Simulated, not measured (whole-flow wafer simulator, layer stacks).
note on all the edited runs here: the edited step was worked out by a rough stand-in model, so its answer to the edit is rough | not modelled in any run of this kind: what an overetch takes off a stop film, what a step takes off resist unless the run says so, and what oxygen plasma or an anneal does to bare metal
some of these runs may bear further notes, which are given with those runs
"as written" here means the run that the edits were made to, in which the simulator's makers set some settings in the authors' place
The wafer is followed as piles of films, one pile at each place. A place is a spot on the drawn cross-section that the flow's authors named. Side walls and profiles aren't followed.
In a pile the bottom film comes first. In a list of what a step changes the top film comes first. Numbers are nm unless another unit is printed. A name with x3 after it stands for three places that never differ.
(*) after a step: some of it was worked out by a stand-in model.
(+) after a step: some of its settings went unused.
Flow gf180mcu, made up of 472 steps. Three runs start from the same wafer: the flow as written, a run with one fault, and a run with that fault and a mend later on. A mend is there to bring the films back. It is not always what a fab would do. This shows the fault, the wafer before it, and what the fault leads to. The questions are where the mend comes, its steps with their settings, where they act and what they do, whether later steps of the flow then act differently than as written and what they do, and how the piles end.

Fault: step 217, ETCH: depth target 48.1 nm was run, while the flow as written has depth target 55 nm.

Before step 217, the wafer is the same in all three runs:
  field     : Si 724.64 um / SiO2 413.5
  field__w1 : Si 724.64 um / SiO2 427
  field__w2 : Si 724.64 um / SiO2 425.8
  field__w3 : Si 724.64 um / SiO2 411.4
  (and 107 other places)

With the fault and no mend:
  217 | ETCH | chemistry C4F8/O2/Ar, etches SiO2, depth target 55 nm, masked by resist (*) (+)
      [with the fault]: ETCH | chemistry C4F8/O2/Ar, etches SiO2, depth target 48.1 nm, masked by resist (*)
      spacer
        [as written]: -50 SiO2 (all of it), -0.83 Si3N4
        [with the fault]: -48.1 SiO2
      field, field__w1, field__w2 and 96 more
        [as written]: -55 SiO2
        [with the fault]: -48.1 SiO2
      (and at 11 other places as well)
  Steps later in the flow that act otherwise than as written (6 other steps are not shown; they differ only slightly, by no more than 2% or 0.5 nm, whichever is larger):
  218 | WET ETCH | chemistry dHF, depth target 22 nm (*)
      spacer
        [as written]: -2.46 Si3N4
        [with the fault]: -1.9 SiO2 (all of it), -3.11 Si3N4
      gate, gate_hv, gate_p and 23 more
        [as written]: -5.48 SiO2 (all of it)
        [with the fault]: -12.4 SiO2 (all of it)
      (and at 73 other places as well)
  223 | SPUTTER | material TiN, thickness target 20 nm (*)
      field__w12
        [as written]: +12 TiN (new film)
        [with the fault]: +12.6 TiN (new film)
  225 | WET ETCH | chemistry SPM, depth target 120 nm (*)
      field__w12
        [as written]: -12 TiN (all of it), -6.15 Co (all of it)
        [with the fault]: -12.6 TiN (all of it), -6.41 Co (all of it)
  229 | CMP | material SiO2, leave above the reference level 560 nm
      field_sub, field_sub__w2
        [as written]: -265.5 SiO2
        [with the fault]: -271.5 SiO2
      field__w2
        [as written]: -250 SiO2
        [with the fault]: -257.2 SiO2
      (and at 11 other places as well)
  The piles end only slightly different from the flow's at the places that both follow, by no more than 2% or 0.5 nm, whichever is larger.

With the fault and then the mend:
  The mend stands after step 217.
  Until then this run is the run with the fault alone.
  217a | ETCH | chemistry C4F8/O2/Ar, etches SiO2, depth target 6.9 nm, masked by resist (*) (+) (the flow's step 217, run once more with other settings)
      field, field__w1, field__w2 and 96 more
        -6.9 SiO2
      field__w5, field__w9, field__w13 and 8 more
        -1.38 resist
      spacer
        -1.9 SiO2 (all of it), -0.83 Si3N4
  Every later step of the flow that is run acts as written at every place that is followed.
  The piles end the same as the flow's at every place that both follow.
